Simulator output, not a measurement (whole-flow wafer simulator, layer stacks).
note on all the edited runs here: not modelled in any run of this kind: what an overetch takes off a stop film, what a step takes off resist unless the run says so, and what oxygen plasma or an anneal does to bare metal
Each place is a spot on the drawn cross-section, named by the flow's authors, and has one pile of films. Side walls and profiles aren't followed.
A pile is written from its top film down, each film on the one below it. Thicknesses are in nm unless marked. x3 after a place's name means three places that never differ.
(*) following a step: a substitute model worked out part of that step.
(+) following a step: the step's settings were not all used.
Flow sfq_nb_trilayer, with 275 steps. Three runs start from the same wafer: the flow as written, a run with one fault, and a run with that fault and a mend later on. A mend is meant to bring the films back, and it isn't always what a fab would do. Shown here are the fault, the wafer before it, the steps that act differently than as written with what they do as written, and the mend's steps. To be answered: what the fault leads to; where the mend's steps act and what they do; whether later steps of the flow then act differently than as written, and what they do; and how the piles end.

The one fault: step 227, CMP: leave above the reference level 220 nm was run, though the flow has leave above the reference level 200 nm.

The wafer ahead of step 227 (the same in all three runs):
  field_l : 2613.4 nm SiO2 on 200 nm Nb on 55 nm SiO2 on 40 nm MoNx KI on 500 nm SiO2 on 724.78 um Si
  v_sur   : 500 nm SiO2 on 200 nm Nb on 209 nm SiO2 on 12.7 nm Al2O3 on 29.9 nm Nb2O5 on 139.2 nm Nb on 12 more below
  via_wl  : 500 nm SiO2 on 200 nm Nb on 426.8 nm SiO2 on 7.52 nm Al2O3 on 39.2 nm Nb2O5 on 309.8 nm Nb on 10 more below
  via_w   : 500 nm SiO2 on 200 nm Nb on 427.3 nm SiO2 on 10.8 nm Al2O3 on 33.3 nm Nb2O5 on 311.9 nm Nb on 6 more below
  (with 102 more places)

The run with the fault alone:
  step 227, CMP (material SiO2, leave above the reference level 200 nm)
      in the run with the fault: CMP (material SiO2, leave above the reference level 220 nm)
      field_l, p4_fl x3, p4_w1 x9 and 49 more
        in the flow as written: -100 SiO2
        in the run with the fault: -80 SiO2
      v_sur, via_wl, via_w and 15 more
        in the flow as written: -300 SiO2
        in the run with the fault: -280 SiO2
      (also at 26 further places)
  Later steps of the flow acting differently than as written (3 other steps are not shown; they differ only slightly, by no more than 2% or 0.5 nm, whichever is larger):
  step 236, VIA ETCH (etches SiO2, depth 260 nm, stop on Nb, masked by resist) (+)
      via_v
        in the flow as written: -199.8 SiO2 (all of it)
        in the run with the fault: -219.8 SiO2 (all of it)
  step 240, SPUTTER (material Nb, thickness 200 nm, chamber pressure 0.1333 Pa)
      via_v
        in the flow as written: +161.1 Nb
        in the run with the fault: +156.4 Nb
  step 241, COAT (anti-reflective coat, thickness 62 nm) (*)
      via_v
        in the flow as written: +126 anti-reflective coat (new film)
        in the run with the fault: +130.4 anti-reflective coat (new film)
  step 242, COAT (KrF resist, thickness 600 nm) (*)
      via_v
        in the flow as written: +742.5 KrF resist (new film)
        in the run with the fault: +759.5 KrF resist (new film)
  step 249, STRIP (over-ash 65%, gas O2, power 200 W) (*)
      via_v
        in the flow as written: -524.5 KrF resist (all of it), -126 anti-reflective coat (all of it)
        in the run with the fault: -541.5 KrF resist (all of it), -130.4 anti-reflective coat (all of it)
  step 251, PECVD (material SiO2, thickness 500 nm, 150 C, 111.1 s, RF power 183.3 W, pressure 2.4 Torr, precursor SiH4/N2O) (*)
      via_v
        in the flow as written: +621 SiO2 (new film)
        in the run with the fault: +645.7 SiO2 (new film)
  At v_sur, via_wl, via_w and 38 more, the piles at the end differ from the flow's by more than 2% or 0.5 nm, whichever is larger.
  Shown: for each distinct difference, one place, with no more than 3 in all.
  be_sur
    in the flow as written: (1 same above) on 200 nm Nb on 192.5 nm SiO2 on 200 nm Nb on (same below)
    in the run with the fault: (1 same above) on 200 nm Nb on 212.5 nm SiO2 on 200 nm Nb on (same below)
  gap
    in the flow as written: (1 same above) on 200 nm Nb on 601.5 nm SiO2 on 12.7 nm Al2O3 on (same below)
    in the run with the fault: (1 same above) on 200 nm Nb on 621.5 nm SiO2 on 12.7 nm Al2O3 on (same below)
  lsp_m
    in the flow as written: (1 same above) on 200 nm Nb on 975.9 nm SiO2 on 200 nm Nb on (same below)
    in the run with the fault: (1 same above) on 200 nm Nb on 995.9 nm SiO2 on 200 nm Nb on (same below)

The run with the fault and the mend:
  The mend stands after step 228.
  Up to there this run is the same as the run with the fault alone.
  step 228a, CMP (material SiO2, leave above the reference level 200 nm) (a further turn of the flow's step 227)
      field_l, v_sur, via_wl and 103 more
        -20 SiO2
  Every later step of the flow that is run acts as written at every place that is followed.
  At every place that both follow, the piles at the end match the flow's.
